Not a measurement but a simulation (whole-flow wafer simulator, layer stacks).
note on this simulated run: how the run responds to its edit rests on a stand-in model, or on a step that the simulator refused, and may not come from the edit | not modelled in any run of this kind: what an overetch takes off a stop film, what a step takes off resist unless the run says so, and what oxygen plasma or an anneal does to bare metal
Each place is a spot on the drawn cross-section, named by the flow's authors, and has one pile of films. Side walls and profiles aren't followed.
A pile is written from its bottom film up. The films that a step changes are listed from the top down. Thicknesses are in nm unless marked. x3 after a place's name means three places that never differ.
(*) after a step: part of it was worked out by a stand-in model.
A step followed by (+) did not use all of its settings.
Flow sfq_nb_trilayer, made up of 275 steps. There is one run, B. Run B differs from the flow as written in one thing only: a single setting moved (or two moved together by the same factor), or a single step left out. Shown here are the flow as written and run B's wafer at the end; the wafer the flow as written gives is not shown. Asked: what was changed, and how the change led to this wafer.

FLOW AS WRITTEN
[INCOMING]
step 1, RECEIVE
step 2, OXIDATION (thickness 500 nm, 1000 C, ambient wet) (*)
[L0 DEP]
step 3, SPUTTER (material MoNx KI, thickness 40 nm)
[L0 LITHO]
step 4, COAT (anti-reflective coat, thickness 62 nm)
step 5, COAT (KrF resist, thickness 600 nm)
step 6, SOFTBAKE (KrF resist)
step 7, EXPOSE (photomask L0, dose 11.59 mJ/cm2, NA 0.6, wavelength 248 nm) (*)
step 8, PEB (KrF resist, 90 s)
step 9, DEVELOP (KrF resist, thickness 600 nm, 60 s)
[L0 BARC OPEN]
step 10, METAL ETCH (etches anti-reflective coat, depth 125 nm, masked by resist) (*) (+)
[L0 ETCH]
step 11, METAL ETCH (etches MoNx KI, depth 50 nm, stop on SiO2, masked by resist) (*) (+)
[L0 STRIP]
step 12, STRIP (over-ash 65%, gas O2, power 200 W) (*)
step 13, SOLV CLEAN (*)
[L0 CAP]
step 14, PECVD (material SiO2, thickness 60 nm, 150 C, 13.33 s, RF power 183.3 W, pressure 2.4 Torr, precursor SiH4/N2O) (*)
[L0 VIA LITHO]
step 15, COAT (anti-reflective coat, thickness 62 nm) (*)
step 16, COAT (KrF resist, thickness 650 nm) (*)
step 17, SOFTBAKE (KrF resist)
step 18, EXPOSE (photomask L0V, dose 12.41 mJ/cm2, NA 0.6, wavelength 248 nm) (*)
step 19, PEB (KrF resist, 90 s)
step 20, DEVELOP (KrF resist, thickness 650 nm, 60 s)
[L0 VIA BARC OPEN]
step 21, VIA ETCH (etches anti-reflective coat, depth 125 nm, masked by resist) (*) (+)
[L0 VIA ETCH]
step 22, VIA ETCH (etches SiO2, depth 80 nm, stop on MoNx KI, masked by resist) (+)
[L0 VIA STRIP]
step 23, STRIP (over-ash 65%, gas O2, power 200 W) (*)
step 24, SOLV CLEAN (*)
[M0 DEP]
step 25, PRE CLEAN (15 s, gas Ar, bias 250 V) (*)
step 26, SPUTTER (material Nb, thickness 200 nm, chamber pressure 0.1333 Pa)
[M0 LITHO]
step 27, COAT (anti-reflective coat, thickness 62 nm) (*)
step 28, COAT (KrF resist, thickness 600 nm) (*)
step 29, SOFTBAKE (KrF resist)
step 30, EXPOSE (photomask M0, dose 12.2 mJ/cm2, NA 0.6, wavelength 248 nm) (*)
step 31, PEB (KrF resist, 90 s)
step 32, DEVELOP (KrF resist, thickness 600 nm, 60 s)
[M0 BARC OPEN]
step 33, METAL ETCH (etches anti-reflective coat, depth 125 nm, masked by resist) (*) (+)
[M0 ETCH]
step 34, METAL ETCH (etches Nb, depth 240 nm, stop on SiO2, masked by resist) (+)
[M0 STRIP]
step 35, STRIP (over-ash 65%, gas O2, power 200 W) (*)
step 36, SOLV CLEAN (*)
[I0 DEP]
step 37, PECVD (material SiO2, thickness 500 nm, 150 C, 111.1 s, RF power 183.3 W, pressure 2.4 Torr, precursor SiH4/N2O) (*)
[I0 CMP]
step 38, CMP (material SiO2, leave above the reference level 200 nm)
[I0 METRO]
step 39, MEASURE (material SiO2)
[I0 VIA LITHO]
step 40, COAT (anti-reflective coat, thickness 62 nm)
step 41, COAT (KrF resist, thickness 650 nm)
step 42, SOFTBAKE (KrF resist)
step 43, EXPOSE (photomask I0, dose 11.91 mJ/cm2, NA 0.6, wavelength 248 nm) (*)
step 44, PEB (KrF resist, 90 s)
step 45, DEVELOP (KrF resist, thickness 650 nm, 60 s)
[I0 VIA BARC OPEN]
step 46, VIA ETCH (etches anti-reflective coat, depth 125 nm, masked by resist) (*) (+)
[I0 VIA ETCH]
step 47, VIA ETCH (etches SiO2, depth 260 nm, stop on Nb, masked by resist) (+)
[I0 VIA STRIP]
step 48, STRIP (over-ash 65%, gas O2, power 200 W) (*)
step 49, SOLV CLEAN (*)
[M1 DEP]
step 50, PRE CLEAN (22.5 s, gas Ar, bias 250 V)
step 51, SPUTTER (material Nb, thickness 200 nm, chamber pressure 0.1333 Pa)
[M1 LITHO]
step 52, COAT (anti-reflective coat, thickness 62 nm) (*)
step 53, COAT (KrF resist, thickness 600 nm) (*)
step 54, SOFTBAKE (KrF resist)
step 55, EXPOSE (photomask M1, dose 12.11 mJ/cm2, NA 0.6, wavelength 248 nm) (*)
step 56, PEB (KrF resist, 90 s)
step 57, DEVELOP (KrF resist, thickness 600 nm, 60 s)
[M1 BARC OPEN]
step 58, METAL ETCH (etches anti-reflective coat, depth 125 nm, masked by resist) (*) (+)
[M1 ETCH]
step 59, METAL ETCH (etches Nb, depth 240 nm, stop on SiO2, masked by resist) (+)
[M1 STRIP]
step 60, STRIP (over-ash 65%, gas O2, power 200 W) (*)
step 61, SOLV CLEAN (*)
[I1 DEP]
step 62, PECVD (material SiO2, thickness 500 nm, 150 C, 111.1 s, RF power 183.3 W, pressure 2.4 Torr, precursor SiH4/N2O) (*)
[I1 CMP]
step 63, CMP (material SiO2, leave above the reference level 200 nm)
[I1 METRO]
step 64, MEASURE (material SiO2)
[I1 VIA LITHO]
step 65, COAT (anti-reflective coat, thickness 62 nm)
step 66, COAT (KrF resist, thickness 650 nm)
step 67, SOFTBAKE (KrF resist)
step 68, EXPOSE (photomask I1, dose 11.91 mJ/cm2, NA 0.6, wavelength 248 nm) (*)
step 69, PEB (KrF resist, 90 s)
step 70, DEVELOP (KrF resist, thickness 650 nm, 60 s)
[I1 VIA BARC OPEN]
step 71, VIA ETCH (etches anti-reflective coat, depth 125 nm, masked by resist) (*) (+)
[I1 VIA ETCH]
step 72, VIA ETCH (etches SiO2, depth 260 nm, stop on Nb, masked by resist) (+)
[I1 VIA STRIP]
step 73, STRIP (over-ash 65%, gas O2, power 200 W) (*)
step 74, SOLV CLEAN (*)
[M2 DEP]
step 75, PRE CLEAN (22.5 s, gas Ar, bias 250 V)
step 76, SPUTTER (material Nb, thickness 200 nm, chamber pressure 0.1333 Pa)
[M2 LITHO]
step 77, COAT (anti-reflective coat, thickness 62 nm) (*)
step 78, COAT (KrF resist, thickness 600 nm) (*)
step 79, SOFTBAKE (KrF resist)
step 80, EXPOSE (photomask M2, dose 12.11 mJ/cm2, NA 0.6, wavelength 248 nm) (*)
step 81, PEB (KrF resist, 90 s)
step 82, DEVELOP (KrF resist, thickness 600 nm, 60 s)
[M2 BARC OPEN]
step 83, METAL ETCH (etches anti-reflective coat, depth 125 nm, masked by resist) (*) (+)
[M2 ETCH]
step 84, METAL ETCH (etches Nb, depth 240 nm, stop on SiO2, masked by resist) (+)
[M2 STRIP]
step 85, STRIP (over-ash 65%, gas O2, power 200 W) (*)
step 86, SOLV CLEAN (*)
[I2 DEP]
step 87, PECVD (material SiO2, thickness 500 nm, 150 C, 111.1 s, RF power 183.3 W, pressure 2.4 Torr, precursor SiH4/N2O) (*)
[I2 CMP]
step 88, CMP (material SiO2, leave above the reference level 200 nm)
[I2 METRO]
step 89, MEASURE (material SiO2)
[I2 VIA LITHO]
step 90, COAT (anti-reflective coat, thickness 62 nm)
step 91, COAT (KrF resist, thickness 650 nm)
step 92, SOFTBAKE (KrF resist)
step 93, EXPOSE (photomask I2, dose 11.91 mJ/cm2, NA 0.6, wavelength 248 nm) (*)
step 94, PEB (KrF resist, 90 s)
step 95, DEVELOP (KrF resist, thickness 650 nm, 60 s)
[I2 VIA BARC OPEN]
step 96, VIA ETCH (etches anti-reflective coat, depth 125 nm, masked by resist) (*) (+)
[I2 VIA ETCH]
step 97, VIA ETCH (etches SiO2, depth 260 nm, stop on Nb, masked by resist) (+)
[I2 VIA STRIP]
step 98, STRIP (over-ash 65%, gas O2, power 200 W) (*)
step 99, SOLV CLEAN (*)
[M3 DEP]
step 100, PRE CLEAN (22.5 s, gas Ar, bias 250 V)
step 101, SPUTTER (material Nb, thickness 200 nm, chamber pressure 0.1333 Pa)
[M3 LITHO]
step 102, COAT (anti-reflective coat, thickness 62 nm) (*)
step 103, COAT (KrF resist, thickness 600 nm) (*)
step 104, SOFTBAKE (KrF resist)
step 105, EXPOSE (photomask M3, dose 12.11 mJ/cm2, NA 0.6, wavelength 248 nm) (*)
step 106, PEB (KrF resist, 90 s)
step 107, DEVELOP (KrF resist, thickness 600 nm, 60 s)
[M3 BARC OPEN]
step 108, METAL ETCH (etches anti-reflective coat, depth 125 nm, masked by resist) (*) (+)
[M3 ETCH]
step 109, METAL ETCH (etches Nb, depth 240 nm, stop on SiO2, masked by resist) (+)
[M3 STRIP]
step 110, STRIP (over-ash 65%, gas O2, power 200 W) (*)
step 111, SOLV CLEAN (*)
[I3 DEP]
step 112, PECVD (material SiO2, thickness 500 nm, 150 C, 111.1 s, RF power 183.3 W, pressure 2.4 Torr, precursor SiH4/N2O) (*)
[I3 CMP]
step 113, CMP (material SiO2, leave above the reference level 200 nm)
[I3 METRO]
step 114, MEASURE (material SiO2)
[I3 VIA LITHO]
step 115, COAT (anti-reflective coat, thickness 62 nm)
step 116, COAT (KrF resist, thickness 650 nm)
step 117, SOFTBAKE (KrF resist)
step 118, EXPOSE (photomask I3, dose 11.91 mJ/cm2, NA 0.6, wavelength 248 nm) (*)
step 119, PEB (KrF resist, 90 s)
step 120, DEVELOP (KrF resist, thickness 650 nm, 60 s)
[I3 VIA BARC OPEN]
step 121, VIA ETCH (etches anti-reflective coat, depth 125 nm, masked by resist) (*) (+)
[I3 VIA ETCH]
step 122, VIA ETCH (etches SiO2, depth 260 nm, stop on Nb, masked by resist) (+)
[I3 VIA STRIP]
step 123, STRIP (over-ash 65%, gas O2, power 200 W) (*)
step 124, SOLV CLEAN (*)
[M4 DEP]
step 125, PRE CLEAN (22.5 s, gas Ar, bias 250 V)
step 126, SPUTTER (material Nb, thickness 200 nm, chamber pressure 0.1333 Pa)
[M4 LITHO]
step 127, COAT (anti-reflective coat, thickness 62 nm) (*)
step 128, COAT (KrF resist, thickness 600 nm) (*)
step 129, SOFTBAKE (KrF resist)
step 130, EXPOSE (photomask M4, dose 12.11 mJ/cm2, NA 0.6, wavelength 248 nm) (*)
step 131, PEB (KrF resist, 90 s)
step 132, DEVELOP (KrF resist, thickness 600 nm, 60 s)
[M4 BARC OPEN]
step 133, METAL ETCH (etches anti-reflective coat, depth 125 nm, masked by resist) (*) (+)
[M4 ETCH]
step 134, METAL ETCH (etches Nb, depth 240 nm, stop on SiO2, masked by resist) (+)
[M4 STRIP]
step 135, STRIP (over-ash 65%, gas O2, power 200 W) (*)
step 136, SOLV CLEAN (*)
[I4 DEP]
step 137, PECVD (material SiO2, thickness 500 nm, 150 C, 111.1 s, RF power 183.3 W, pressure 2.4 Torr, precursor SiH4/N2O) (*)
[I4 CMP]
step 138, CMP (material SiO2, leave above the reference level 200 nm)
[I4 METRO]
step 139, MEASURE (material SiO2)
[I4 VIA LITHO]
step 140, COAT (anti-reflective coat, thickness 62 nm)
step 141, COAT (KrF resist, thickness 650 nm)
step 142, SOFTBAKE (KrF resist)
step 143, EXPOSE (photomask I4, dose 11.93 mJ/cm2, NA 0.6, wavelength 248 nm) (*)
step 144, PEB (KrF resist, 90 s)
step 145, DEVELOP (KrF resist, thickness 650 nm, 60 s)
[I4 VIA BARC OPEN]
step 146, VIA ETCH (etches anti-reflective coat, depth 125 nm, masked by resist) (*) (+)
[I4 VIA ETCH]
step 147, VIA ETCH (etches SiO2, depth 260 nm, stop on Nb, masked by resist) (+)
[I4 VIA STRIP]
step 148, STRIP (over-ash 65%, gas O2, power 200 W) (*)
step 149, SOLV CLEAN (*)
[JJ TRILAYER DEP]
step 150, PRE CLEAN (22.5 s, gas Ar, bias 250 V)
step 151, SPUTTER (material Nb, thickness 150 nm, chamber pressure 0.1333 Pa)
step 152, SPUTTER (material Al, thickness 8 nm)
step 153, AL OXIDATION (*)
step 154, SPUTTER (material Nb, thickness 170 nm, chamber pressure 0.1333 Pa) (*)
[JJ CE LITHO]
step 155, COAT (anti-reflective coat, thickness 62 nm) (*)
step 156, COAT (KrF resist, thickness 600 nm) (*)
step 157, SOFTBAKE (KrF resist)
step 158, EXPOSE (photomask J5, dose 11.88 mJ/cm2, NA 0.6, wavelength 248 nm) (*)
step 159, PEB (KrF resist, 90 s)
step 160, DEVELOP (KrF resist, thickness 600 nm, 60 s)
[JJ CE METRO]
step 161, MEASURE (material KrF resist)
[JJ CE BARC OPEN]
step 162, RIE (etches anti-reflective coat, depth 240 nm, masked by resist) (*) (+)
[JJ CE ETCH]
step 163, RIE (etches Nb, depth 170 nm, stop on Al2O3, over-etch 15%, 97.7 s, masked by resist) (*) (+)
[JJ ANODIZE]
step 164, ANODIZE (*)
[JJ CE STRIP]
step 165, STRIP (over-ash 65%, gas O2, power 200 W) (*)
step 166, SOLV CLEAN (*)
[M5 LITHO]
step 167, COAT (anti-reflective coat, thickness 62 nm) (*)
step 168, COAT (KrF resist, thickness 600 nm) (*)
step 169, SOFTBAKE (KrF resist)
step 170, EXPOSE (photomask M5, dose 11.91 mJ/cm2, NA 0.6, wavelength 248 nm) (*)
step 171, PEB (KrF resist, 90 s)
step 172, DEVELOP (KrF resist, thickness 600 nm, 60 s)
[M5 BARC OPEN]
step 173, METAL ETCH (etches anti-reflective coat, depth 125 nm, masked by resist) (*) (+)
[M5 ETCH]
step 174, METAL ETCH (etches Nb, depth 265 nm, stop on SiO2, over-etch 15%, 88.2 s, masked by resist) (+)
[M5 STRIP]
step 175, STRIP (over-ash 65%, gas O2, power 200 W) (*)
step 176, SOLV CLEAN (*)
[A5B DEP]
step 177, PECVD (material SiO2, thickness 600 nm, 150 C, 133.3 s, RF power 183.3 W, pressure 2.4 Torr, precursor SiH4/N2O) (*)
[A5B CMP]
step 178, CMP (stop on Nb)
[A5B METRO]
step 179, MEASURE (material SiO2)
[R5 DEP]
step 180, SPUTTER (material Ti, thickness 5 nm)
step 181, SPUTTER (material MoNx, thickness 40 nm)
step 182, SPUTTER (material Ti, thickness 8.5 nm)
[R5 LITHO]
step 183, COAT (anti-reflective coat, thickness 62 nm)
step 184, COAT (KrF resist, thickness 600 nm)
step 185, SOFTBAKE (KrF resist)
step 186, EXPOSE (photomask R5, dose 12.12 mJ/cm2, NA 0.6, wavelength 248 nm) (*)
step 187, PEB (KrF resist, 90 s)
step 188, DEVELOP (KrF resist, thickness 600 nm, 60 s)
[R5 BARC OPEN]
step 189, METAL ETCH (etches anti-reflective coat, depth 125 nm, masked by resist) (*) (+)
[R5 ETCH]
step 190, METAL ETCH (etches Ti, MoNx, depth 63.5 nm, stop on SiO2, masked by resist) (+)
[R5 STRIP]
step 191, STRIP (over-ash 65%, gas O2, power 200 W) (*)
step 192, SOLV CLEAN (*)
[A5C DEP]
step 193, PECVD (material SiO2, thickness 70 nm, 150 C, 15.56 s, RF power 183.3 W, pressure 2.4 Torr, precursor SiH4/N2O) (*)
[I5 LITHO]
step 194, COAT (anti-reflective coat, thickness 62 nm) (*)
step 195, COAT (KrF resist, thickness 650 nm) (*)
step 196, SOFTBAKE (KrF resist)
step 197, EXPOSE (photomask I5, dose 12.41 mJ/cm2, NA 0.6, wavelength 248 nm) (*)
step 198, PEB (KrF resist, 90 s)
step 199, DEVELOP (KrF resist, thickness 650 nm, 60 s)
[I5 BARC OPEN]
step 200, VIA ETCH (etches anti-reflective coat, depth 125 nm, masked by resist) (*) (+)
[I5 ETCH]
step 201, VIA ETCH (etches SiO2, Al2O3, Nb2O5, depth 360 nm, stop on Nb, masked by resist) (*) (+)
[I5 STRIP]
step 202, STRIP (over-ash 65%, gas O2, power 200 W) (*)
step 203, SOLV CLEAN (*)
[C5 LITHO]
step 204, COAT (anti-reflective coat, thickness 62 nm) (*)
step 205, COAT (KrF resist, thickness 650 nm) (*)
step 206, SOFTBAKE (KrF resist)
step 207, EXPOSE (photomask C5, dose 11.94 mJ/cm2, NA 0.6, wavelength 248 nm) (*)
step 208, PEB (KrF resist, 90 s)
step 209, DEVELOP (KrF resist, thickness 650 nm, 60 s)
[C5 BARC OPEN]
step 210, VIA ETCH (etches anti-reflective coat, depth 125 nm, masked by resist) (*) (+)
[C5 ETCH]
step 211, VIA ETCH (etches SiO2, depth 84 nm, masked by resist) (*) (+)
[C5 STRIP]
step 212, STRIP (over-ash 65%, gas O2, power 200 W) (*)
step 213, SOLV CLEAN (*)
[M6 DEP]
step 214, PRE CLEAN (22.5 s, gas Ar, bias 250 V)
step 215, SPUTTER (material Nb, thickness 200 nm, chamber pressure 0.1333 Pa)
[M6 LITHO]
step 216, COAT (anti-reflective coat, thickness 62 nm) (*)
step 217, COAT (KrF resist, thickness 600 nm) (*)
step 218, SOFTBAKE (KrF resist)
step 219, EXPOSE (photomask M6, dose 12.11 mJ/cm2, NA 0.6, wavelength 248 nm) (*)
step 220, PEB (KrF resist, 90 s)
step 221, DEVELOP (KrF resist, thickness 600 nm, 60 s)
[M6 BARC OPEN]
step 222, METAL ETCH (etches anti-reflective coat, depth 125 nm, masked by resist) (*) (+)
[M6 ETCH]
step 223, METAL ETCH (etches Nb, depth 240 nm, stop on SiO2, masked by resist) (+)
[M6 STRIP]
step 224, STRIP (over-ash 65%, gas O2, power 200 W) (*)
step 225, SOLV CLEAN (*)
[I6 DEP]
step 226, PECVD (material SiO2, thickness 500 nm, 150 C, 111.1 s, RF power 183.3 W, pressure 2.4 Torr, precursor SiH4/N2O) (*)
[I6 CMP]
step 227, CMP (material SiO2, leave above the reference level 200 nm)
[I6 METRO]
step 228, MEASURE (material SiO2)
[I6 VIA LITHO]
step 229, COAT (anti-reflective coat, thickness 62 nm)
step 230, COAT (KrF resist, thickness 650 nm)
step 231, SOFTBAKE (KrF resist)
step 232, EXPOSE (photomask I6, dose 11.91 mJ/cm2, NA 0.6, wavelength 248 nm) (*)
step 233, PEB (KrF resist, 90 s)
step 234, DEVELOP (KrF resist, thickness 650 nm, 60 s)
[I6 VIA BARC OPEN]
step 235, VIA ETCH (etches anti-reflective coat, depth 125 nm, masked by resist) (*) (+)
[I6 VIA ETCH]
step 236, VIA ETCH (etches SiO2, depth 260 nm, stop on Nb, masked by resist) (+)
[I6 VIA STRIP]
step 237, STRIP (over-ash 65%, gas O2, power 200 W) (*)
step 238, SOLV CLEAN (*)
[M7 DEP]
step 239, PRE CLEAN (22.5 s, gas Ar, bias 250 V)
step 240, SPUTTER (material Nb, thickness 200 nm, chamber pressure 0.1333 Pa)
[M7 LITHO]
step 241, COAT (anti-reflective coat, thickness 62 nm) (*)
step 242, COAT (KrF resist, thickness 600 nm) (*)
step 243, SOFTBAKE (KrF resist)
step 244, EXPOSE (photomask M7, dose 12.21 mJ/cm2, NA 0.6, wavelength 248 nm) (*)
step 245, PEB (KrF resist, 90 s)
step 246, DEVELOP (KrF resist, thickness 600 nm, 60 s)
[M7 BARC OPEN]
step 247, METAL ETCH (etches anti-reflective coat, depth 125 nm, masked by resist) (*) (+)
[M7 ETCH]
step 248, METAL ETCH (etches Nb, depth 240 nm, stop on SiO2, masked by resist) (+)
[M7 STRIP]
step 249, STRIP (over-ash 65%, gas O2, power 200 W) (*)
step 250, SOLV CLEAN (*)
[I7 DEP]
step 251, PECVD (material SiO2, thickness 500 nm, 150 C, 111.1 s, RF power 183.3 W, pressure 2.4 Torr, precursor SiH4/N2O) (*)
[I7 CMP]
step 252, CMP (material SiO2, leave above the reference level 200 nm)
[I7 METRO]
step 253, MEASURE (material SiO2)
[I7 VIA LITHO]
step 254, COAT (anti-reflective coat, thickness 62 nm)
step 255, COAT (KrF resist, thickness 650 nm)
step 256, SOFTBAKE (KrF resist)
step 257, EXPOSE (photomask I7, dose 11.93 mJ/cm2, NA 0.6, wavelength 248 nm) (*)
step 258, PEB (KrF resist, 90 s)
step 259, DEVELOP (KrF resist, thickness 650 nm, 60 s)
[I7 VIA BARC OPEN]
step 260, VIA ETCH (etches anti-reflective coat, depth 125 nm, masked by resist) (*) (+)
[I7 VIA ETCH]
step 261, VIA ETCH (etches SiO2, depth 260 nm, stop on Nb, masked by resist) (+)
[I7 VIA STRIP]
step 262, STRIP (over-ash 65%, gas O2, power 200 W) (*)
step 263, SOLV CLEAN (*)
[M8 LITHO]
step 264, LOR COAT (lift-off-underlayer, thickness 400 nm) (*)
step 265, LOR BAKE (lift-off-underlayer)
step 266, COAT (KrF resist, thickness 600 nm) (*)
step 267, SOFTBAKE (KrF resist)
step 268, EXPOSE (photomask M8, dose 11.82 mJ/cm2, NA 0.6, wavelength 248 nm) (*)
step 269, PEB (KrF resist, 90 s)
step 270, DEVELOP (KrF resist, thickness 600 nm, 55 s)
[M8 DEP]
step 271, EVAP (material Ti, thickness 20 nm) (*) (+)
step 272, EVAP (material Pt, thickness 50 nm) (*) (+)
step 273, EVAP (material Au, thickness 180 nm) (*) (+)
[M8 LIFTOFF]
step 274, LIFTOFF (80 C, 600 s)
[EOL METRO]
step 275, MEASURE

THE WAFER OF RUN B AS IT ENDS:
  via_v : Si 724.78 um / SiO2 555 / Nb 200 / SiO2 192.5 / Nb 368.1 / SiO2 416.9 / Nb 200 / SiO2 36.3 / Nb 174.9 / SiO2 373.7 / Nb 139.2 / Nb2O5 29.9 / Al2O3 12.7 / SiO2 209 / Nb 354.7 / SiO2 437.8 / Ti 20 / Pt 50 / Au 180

The reason: step 122, VIA ETCH: depth 156 nm was run, though the flow has depth 260 nm.

Step by step, how the change led to this:
  step 122, VIA ETCH (etches SiO2, depth 260 nm, stop on Nb, masked by resist) (+)
      via_v: SiO2 loses 156 (it would be, as written: SiO2 loses 199.8 (all of it))
      field_l, v_sur, via_wl and 102 more: KrF resist loses 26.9 (it would be, as written: KrF resist loses 44.8)
  step 123, STRIP (over-ash 65%, gas O2, power 200 W) (*)
      field_l, v_sur, via_wl and 102 more: KrF resist loses 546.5 (all of it), anti-reflective coat loses 62 (all of it) (it would be, as written: KrF resist loses 528.6 (all of it), anti-reflective coat loses 62 (all of it))
  step 125, PRE CLEAN (22.5 s, gas Ar, bias 250 V)
      via_v: SiO2 loses 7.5 (it would be, as written: Nb loses 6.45)
  step 126, SPUTTER (material Nb, thickness 200 nm, chamber pressure 0.1333 Pa)
      via_v: Nb gains 174.9 (new film) (it would be, as written: Nb gains 165.5)
  step 127, COAT (anti-reflective coat, thickness 62 nm) (*)
      via_v: anti-reflective coat gains 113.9 (new film) (it would be, as written: anti-reflective coat gains 124.8 (new film))
  step 128, COAT (KrF resist, thickness 600 nm) (*)
      via_v: KrF resist gains 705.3 (new film) (it would be, as written: KrF resist gains 739.8 (new film))
  step 135, STRIP (over-ash 65%, gas O2, power 200 W) (*)
      via_v: KrF resist loses 487.4 (all of it), anti-reflective coat loses 113.9 (all of it) (it would be, as written: KrF resist loses 521.8 (all of it), anti-reflective coat loses 124.8 (all of it))
  step 137, PECVD (material SiO2, thickness 500 nm, 150 C, 111.1 s, RF power 183.3 W, pressure 2.4 Torr, precursor SiH4/N2O) (*)
      via_v: SiO2 gains 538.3 (new film) (it would be, as written: SiO2 gains 615 (new film))
  step 138, CMP (material SiO2, leave above the reference level 200 nm)
      via_v: SiO2 loses 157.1 (it would be, as written: SiO2 loses 181.6)
With metal films that touch counted as one body, via_v has 7 bodies (between them, from the top down: SiO2 437.8; SiO2 209 / Al2O3 12.7 / Nb2O5 29.9; SiO2 373.7; SiO2 36.3; SiO2 416.9; SiO2 192.5); the flow as written gives 6 bodies (between them, from the top down: SiO2 437.8; SiO2 209 / Al2O3 12.7 / Nb2O5 29.9; SiO2 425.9; SiO2 416.9; SiO2 192.5).
